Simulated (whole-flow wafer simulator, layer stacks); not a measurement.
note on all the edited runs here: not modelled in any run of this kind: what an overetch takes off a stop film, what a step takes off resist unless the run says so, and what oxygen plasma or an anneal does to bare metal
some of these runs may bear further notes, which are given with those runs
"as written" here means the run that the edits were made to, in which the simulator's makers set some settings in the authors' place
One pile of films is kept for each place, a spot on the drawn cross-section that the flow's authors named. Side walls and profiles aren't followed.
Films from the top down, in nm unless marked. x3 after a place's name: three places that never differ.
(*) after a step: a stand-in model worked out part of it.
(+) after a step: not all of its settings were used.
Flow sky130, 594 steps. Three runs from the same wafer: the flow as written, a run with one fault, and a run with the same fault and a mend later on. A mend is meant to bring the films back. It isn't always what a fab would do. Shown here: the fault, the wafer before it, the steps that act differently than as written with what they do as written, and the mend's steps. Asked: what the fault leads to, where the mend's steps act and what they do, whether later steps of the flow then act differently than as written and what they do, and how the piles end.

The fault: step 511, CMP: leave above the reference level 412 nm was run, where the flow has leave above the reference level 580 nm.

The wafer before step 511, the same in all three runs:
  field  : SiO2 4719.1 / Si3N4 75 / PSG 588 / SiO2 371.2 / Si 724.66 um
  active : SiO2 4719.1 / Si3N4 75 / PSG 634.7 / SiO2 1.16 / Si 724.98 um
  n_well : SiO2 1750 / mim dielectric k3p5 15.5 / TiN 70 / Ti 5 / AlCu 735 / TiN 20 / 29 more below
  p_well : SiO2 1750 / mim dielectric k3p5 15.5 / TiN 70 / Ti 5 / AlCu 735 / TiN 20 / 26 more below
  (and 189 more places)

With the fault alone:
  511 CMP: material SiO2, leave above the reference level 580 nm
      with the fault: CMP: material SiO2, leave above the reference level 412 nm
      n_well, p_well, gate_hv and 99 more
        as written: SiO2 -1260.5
        with the fault: SiO2 -1428.5
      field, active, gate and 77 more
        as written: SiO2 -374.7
        with the fault: SiO2 -542.7
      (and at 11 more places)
  Later steps of the flow that act differently than as written:
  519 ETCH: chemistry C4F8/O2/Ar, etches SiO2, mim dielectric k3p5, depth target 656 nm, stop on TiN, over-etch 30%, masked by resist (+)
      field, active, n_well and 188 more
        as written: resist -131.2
        with the fault: resist -87.8
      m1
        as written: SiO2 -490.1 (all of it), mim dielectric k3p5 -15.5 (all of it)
        with the fault: SiO2 -322.1 (all of it), mim dielectric k3p5 -15.5 (all of it)
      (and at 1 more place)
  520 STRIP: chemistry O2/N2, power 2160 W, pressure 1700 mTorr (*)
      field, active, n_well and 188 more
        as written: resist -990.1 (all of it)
        with the fault: resist -1033.5 (all of it)
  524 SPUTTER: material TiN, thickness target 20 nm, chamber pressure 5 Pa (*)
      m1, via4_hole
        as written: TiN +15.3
        with the fault: TiN +16.5
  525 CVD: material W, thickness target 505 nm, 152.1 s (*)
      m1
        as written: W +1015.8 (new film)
        with the fault: W +649.8 (new film)
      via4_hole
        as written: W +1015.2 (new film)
        with the fault: W +650.9 (new film)
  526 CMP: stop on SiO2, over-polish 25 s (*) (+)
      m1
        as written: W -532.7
        with the fault: W -335.9
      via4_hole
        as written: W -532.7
        with the fault: W -337.6
  At the end the piles differ from the flow's by more than 2% or 0.5 nm, whichever is larger, at field, active, n_well and 190 more.
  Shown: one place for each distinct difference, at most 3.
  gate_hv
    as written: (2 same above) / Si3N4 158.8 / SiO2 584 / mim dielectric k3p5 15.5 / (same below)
    with the fault: (2 same above) / Si3N4 158.8 / SiO2 416 / mim dielectric k3p5 15.5 / (same below)
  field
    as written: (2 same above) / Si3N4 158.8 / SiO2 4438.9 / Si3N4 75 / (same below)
    with the fault: (2 same above) / Si3N4 158.8 / SiO2 4270.9 / Si3N4 75 / (same below)
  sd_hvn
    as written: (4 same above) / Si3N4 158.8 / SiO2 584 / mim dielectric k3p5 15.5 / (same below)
    with the fault: (4 same above) / Si3N4 158.8 / SiO2 416 / mim dielectric k3p5 15.5 / (same below)

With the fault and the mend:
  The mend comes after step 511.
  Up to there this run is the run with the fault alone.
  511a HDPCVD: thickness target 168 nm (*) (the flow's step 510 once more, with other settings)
      field, active, n_well and 190 more
        SiO2 +168
  No later step of the flow acts differently than as written at any place that is followed.
  At the end the piles are the same as the flow's at every place that both follow.
